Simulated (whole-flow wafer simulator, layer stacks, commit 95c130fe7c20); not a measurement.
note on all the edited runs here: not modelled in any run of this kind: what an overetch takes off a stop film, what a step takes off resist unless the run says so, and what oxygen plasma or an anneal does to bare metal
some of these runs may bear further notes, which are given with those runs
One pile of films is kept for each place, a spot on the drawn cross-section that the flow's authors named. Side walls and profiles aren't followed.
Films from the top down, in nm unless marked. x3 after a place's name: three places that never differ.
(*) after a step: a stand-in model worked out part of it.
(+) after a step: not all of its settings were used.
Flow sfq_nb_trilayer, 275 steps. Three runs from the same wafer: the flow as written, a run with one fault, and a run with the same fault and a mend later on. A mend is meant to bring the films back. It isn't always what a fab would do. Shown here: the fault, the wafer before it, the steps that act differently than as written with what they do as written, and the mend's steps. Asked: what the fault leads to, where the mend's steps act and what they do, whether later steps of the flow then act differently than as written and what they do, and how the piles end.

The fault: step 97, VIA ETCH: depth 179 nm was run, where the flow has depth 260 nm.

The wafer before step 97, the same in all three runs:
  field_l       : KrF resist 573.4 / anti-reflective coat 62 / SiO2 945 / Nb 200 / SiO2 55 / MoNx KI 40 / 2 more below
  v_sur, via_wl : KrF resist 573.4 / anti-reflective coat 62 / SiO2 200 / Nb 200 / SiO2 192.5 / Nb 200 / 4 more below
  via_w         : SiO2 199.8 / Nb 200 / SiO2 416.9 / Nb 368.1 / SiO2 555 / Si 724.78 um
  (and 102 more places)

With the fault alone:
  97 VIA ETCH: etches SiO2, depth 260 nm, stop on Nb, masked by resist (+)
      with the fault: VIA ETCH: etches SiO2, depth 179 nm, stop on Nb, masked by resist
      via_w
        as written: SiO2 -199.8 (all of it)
        with the fault: SiO2 -179
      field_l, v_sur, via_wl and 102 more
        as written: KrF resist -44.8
        with the fault: KrF resist -30.9
  Later steps of the flow that act differently than as written (4 more steps differ only slightly, by at most 2% or 0.5 nm, whichever is larger, and aren't shown):
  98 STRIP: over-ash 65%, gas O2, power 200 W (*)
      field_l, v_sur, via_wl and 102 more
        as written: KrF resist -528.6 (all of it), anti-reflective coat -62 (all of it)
        with the fault: KrF resist -542.6 (all of it), anti-reflective coat -62 (all of it)
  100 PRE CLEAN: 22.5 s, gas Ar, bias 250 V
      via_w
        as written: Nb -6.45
        with the fault: SiO2 -7.5
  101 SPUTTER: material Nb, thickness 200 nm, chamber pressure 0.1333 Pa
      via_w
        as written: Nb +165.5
        with the fault: Nb +169.8 (new film)
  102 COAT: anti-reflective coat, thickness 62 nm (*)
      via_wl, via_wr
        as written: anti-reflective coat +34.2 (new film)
        with the fault: anti-reflective coat +26.4 (new film)
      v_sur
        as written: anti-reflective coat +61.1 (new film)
        with the fault: anti-reflective coat +58.5 (new film)
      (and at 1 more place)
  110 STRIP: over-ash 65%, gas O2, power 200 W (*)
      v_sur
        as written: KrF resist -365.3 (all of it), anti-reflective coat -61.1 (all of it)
        with the fault: KrF resist -367.4 (all of it), anti-reflective coat -58.5 (all of it)
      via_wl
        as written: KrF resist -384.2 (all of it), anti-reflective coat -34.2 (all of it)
        with the fault: KrF resist -391.8 (all of it), anti-reflective coat -26.4 (all of it)
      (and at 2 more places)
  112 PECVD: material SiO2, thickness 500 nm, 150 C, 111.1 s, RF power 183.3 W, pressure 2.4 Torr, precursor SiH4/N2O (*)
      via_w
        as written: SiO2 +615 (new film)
        with the fault: SiO2 +566.4 (new film)
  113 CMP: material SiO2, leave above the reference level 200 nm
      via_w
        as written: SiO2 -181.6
        with the fault: SiO2 -157.1
  At the end the piles differ from the flow's by more than 2% or 0.5 nm, whichever is larger, at via_w.
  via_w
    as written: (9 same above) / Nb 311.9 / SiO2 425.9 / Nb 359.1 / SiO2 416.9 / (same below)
    with the fault: (9 same above) / Nb 311.9 / SiO2 401.8 / Nb 169.8 / SiO2 13.3 / Nb 200 / SiO2 416.9 / (same below)

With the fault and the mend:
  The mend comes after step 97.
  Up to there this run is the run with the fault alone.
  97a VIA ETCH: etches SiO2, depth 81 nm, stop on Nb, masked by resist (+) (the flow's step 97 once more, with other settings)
      field_l, v_sur, via_wl and 102 more
        KrF resist -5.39
      via_w
        SiO2 -20.8 (all of it)
  No later step of the flow acts differently than as written, at any place that is followed, by more than 2% or 0.5 nm, whichever is larger.
  At the end the piles are the same as the flow's at every place that both follow.
